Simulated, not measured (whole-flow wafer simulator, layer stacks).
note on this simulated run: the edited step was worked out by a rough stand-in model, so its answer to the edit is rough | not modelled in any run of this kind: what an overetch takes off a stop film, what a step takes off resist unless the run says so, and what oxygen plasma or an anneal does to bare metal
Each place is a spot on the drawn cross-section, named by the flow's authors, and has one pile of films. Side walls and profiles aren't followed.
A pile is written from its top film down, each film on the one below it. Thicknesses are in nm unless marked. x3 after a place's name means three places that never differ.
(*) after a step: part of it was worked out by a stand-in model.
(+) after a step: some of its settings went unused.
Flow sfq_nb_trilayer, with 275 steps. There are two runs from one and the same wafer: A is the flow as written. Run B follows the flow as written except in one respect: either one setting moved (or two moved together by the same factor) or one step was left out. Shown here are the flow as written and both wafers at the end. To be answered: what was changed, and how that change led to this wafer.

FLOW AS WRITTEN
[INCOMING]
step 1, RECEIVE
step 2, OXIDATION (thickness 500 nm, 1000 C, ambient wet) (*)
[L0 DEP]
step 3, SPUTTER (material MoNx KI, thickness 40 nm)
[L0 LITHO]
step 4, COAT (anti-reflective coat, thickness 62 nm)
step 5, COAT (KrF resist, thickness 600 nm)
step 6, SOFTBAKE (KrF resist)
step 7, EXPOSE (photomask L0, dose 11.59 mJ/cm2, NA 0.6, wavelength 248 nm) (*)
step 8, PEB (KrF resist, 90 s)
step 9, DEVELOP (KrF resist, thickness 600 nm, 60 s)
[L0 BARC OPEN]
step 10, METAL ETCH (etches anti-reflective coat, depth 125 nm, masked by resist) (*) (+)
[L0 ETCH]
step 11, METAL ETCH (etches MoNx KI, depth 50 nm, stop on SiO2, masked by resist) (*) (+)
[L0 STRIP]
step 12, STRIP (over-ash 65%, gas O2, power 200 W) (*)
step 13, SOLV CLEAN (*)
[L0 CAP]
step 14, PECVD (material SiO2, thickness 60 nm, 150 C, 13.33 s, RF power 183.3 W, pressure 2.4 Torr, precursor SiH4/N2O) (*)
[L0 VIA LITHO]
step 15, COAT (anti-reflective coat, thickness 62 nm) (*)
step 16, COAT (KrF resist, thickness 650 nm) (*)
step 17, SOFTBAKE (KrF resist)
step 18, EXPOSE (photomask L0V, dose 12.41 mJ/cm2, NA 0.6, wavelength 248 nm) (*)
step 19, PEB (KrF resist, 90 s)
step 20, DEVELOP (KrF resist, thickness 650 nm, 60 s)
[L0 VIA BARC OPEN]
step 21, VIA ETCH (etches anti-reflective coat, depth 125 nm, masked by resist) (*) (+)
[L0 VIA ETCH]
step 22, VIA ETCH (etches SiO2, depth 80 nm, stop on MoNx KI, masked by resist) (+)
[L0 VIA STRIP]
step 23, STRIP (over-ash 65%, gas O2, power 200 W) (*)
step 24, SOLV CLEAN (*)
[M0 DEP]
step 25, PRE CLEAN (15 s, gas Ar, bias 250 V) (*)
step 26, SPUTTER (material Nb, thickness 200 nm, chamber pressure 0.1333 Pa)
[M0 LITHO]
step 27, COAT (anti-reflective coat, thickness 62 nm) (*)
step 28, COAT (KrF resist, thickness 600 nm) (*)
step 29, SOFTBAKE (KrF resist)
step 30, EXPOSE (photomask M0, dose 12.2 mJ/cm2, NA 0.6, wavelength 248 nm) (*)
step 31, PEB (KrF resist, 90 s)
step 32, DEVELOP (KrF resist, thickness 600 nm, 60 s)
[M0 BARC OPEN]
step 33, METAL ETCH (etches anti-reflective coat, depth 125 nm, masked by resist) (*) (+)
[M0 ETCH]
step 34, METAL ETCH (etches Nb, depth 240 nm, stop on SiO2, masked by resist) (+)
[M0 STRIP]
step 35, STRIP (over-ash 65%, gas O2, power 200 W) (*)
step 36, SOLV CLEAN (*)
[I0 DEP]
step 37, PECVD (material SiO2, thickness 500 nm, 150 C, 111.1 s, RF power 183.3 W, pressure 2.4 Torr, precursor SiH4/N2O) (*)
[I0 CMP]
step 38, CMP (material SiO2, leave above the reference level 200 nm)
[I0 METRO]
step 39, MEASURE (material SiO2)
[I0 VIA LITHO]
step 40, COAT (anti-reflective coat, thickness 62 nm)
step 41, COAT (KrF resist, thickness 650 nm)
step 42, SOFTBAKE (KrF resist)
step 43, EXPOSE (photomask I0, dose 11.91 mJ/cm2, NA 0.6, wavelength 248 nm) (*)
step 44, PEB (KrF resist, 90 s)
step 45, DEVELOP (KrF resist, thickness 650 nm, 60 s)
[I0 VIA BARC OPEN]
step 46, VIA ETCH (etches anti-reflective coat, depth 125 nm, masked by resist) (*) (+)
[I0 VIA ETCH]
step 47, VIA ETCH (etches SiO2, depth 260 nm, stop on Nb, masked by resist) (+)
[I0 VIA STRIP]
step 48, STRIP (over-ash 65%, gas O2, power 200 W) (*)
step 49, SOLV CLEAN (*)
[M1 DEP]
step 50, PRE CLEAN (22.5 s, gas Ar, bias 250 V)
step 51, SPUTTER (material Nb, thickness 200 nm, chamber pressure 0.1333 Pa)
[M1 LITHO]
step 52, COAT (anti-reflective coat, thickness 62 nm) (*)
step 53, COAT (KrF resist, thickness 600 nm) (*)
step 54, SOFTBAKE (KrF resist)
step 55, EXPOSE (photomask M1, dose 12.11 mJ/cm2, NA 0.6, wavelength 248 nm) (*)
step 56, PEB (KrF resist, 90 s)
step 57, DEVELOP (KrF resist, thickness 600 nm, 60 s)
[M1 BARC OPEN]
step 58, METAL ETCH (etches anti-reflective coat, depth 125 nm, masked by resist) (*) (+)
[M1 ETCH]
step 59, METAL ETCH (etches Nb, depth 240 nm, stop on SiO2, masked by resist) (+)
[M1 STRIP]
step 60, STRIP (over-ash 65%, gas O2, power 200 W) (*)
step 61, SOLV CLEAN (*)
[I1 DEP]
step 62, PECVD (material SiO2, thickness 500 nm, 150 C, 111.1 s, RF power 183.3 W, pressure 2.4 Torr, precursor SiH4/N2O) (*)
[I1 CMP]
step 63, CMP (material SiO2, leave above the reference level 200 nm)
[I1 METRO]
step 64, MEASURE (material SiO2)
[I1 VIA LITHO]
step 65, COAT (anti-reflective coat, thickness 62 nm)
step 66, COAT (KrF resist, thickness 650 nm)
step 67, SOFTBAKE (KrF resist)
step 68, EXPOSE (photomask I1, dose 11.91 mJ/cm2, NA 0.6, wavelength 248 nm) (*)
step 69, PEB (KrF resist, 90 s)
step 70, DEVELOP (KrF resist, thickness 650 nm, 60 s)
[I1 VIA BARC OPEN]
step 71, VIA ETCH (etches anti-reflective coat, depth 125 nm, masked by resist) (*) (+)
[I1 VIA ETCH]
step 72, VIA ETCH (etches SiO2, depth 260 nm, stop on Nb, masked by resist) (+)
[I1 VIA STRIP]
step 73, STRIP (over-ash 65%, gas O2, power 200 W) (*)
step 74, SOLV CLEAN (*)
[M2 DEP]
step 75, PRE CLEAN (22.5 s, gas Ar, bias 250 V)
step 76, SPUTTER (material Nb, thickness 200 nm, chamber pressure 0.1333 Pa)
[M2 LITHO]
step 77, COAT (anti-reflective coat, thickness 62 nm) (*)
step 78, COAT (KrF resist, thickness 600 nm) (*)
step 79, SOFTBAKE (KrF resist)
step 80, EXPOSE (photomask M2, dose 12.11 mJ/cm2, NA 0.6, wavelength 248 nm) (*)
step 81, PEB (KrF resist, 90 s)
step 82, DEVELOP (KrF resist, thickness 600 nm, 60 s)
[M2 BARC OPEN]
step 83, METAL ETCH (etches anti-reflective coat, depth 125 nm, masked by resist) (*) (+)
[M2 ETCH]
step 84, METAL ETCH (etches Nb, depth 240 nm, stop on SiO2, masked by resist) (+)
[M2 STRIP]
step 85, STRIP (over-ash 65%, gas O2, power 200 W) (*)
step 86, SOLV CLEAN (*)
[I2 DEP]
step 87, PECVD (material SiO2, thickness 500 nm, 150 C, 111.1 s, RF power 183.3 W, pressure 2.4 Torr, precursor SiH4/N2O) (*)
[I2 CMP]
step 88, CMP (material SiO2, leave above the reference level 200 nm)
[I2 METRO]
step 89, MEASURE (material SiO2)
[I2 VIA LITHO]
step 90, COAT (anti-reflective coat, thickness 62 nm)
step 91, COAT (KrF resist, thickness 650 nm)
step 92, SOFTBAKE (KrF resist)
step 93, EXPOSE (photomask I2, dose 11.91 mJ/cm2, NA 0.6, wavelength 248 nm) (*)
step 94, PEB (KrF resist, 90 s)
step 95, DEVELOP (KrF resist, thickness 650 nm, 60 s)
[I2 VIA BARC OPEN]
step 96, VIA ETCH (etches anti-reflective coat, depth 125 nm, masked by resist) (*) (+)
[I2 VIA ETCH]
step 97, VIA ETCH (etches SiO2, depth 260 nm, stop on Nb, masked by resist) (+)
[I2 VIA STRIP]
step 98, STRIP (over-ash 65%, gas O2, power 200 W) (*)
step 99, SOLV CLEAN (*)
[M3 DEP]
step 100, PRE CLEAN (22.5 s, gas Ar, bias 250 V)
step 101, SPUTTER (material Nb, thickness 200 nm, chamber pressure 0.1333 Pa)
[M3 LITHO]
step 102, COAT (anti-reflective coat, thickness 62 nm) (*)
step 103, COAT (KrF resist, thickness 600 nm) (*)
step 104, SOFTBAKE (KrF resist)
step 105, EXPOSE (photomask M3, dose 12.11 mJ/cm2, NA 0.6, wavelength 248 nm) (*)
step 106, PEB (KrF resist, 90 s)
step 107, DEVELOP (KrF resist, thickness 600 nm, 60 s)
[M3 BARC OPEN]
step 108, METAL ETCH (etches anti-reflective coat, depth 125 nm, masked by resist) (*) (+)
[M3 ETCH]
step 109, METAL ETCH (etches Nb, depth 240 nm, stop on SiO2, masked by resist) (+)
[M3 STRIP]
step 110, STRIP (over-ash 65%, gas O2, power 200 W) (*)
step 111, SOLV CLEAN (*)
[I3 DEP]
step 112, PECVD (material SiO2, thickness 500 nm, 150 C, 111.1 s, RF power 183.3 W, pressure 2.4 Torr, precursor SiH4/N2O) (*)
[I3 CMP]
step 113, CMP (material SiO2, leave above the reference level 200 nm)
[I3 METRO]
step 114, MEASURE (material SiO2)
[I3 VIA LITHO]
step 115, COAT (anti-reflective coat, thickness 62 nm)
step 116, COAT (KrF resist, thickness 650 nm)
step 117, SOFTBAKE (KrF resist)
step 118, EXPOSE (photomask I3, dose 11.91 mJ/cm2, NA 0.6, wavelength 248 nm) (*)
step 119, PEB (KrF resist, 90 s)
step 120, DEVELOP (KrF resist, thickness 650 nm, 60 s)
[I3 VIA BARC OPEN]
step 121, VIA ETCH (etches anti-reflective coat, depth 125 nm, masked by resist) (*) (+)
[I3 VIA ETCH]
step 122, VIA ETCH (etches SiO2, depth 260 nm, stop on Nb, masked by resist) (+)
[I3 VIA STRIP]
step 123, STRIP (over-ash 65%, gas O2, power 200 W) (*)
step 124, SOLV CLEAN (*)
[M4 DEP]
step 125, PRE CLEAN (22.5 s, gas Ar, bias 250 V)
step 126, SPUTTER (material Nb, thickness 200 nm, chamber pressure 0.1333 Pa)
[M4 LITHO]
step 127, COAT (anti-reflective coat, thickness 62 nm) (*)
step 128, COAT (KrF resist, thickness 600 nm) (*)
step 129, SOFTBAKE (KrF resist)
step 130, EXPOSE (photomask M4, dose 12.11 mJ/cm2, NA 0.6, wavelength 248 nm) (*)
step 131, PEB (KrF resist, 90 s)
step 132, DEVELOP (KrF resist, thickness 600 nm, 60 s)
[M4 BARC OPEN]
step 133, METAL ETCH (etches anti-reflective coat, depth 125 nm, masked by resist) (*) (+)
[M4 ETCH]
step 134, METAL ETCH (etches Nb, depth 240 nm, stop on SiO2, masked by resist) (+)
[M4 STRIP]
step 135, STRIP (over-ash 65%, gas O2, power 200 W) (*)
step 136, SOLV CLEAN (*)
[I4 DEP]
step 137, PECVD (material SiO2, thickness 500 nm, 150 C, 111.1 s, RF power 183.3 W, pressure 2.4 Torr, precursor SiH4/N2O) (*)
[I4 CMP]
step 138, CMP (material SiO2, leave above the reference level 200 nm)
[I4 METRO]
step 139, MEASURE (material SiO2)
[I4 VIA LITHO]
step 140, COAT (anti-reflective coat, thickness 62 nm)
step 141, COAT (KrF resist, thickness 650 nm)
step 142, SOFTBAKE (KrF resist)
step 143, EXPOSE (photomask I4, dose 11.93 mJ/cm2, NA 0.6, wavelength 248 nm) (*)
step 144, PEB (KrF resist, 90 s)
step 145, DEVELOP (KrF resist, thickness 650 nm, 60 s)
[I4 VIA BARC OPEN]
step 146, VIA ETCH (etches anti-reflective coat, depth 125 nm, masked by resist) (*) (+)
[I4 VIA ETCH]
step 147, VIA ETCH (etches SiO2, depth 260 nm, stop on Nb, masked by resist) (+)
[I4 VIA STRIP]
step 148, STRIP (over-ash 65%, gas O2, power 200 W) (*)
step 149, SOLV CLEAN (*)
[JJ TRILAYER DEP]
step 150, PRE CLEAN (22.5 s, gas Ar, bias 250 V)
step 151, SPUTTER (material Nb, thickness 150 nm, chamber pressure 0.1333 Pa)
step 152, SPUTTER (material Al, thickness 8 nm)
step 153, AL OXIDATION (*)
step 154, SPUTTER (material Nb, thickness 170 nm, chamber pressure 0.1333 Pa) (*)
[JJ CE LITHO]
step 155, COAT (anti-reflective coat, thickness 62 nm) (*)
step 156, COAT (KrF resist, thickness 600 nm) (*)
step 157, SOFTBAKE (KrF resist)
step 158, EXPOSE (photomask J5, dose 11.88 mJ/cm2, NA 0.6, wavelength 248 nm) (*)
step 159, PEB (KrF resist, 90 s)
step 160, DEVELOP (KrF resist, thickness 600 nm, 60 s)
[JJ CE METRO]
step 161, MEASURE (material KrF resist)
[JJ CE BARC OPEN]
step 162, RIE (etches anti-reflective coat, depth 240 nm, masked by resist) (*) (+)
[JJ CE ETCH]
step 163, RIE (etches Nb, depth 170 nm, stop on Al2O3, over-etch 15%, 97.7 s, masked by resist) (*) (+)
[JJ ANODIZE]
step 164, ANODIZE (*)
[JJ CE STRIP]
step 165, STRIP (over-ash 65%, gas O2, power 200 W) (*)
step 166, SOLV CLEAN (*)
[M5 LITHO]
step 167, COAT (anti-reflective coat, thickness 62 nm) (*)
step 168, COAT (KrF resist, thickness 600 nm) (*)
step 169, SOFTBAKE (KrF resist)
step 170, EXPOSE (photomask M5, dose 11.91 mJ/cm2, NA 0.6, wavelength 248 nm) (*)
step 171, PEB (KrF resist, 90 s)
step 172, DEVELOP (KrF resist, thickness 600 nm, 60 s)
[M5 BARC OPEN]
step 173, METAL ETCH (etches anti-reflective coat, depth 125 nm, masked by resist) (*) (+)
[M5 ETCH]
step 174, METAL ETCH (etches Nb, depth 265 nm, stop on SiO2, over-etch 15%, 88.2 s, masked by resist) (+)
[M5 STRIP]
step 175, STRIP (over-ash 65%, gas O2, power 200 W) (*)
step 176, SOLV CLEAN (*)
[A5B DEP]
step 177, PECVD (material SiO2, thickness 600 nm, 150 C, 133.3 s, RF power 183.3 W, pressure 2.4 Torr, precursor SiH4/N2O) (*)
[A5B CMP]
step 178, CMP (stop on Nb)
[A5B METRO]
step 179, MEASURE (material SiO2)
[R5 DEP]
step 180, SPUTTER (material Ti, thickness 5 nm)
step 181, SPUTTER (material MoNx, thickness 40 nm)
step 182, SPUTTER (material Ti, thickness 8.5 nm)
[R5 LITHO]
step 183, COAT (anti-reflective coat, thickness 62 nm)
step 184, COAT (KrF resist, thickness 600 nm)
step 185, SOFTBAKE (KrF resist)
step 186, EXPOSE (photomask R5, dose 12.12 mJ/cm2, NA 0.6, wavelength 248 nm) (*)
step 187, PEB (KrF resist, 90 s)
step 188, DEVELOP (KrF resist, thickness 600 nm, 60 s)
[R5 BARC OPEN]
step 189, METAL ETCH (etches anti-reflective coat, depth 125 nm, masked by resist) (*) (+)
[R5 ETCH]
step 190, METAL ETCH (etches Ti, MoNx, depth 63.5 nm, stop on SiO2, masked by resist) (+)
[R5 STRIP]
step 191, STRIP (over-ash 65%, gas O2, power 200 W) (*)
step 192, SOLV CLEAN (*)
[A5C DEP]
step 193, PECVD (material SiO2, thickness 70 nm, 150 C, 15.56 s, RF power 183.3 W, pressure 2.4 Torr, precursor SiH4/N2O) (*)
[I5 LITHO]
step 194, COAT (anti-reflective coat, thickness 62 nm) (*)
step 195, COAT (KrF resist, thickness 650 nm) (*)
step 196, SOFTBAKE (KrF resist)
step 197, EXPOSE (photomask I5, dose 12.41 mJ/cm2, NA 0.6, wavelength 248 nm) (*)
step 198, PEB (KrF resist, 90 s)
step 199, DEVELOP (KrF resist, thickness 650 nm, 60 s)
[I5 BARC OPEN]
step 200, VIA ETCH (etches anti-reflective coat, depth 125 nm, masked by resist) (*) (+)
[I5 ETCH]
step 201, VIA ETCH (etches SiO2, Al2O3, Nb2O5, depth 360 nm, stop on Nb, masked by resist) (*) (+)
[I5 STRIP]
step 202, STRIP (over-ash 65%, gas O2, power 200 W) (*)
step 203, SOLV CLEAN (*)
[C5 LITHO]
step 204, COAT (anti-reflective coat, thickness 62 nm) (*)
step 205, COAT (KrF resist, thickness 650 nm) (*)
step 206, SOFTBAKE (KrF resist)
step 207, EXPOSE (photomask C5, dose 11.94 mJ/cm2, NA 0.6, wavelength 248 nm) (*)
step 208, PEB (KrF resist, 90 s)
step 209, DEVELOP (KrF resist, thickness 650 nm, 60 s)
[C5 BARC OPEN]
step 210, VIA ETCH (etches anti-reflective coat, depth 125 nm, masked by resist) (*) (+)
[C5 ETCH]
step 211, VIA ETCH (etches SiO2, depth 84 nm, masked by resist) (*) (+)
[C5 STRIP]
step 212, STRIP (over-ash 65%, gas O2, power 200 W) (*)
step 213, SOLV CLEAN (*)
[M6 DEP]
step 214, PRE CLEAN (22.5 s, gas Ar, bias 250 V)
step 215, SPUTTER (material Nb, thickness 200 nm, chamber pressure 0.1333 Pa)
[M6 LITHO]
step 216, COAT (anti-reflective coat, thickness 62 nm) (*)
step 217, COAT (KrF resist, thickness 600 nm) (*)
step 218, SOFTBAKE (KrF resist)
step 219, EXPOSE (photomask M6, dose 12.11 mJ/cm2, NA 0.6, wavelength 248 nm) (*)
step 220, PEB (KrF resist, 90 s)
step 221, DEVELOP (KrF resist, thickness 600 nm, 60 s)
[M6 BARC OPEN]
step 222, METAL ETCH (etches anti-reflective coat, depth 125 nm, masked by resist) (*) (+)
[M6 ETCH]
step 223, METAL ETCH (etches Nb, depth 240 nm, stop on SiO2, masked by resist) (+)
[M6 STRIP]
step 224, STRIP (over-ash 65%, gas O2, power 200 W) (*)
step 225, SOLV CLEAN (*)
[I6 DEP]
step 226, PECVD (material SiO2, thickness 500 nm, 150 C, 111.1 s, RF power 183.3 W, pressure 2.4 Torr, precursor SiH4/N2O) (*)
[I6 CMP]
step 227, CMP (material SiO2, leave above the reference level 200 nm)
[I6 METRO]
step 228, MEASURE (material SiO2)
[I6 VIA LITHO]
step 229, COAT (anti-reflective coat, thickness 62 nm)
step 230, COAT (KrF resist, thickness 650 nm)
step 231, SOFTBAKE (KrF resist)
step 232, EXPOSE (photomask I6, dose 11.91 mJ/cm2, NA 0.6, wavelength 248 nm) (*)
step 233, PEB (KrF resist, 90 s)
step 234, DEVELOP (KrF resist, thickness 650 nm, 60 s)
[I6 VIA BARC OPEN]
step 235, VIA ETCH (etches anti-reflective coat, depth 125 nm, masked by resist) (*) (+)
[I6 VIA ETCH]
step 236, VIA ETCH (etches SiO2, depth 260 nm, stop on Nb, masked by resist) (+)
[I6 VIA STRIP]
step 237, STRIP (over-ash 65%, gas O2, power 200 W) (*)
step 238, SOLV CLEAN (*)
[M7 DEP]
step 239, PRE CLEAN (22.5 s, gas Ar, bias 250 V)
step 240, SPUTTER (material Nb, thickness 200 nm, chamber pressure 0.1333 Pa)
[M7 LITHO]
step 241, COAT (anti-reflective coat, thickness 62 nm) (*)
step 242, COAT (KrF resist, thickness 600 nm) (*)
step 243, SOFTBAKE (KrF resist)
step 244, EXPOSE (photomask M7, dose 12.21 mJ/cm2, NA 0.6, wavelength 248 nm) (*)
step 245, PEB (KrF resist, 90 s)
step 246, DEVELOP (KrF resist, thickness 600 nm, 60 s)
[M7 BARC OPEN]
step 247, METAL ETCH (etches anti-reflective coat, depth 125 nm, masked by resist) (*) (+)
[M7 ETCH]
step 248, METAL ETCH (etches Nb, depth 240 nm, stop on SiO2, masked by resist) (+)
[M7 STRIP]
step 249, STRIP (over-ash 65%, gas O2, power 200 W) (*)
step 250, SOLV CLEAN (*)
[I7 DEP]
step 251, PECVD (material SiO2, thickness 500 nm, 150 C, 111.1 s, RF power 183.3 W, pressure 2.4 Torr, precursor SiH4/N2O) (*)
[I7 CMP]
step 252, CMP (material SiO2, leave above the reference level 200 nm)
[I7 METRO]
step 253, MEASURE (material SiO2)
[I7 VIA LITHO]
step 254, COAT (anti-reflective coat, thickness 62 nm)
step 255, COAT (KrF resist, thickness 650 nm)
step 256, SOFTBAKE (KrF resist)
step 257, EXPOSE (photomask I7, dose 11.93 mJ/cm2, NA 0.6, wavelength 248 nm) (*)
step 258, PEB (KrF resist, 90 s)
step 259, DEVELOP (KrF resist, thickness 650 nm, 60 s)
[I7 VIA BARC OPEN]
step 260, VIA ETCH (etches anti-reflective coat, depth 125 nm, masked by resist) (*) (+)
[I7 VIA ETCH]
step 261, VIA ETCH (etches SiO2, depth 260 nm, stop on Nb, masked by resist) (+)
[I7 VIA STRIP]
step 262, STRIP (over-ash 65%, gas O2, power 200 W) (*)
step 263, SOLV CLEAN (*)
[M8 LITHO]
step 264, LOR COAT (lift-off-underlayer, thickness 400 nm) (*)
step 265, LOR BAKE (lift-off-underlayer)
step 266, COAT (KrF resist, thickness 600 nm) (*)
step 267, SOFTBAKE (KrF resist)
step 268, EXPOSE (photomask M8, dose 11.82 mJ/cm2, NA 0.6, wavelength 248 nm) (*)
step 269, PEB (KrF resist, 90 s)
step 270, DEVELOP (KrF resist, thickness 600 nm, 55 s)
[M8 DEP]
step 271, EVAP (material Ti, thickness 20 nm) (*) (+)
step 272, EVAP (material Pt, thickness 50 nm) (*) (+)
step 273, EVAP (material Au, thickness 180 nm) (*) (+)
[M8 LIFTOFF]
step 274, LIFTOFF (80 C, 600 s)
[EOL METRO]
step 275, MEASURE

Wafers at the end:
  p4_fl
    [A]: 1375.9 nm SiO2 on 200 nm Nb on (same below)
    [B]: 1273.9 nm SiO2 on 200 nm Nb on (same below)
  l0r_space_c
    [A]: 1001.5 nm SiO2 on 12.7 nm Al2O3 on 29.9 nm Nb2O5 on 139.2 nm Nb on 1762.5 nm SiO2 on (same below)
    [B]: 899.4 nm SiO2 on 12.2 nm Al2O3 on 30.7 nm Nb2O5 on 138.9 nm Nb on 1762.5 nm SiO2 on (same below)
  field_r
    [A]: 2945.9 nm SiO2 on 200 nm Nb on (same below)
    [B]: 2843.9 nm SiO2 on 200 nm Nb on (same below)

The reason: step 154, SPUTTER: thickness 68 nm was run, whereas the flow has thickness 170 nm.

Step by step, how the change led to this:
  step 154, SPUTTER (material Nb, thickness 170 nm, chamber pressure 0.1333 Pa) (*)
      field_l, v_sur, via_sp and 100 more: A +170 Nb (new film) | B +68 Nb (new film)
      via_wl, via_wr: A +140.7 Nb (new film) | B +41.5 Nb (new film)
      (as well as at 1 more place)
  step 155, COAT (anti-reflective coat, thickness 62 nm) (*)
      via_wl, via_wr: A +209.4 anti-reflective coat (new film) | B +216.6 anti-reflective coat (new film)
  step 156, COAT (KrF resist, thickness 600 nm) (*)
      via_w: A +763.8 KrF resist (new film) | B +747.9 KrF resist (new film)
  step 160, DEVELOP (KrF resist, thickness 600 nm, 60 s)
      via_w: A -762.1 KrF resist (all of it) | B -746.3 KrF resist (all of it)
  step 162, RIE (etches anti-reflective coat, depth 240 nm, masked by resist) (*) (+)
      ce_l, c5j, ce_r, wl_jj: A -209.4 KrF resist | B -216.6 KrF resist
      via_wl, via_wr: A -209.4 anti-reflective coat (all of it) | B -216.6 anti-reflective coat (all of it)
  step 163, RIE (etches Nb, depth 170 nm, stop on Al2O3, over-etch 15%, 97.7 s, masked by resist) (*) (+)
      field_l, v_sur, via_sp and 96 more: A -170 Nb (all of it), -0.51 Al2O3 | B -68 Nb (all of it), -0.96 Al2O3 (all of it)
      via_wl, via_wr: A -140.7 Nb (all of it), -0.96 Al2O3 (all of it) | B -41.5 Nb (all of it), -0.96 Al2O3 (all of it)
      (as well as at 1 more place)
  step 164, ANODIZE (*)
      field_l, v_sur, via_sp and 96 more: A +12.2 Al2O3, +29.9 Nb2O5 (new film), -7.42 Al (all of it), -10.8 Nb | B +12.2 Al2O3 (new film), +30.7 Nb2O5 (new film), -7.42 Al (all of it), -11.1 Nb
  step 165, STRIP (over-ash 65%, gas O2, power 200 W) (*)
      c5j, ce_r: A -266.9 KrF resist (all of it), -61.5 anti-reflective coat (all of it) | B -259.8 KrF resist (all of it), -61.5 anti-reflective coat (all of it)
      ce_l: A -266.8 KrF resist (all of it), -61.4 anti-reflective coat (all of it) | B -259.7 KrF resist (all of it), -61.5 anti-reflective coat (all of it)
      (as well as at 1 more place)
  step 167, COAT (anti-reflective coat, thickness 62 nm) (*)
      wl_j_sl, wl_j_sr: A +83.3 anti-reflective coat (new film) | B +69.8 anti-reflective coat (new film)
      gap: A +58.9 anti-reflective coat (new film) | B +61.4 anti-reflective coat (new film)
      (as well as at 8 more places)
  step 168, COAT (KrF resist, thickness 600 nm) (*)
      ce_l: A +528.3 KrF resist (new film) | B +581.5 KrF resist (new film)
      c5j: A +507.6 KrF resist (new film) | B +572.6 KrF resist (new film)
      (as well as at 2 more places)
  step 173, METAL ETCH (etches anti-reflective coat, depth 125 nm, masked by resist) (*) (+)
      wl_a_sl: A -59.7 anti-reflective coat (all of it), -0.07 Al2O3 | B -62.1 anti-reflective coat (all of it)
  step 174, METAL ETCH (etches Nb, depth 265 nm, stop on SiO2, over-etch 15%, 88.2 s, masked by resist) (+)
      field_l, r_sur, res and 50 more: A -12.6 Al2O3 (all of it), -29.9 Nb2O5 (all of it), -139.2 Nb (all of it), -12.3 SiO2 | B -12.2 Al2O3 (all of it), -30.7 Nb2O5 (all of it), -138.9 Nb (all of it), -12.3 SiO2
  step 175, STRIP (over-ash 65%, gas O2, power 200 W) (*)
      gap: A -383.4 KrF resist (all of it), -58.9 anti-reflective coat (all of it) | B -372.4 KrF resist (all of it), -61.4 anti-reflective coat (all of it)
      jj_sur: A -374.7 KrF resist (all of it), -82.6 anti-reflective coat (all of it) | B -368.9 KrF resist (all of it), -69.2 anti-reflective coat (all of it)
      (as well as at 8 more places)
  step 178, CMP (stop on Nb)
      v_sur, via_sp, via_v and 43 more: A -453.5 SiO2 | B -555.6 SiO2
      field_l, p4_fl, p4_fm and 39 more: A -259.3 SiO2 | B -361.3 SiO2
      (as well as at 14 more places)
  step 201, VIA ETCH (etches SiO2, Al2O3, Nb2O5, depth 360 nm, stop on Nb, masked by resist) (*) (+)
      be: A -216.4 SiO2 (all of it), -12.7 Al2O3 (all of it), -29.9 Nb2O5 (all of it) | B -114.3 SiO2 (all of it), -12.2 Al2O3 (all of it), -30.7 Nb2O5 (all of it)
  step 204, COAT (anti-reflective coat, thickness 62 nm) (*)
      wire: A +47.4 anti-reflective coat (new film) | B +50.4 anti-reflective coat (new film)
      be: A +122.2 anti-reflective coat (new film) | B +107.2 anti-reflective coat (new film)
      (as well as at 1 more place)
  ... 7 other steps ...
  step 227, CMP (material SiO2, leave above the reference level 200 nm)
      be: A -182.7 SiO2 | B -157.1 SiO2
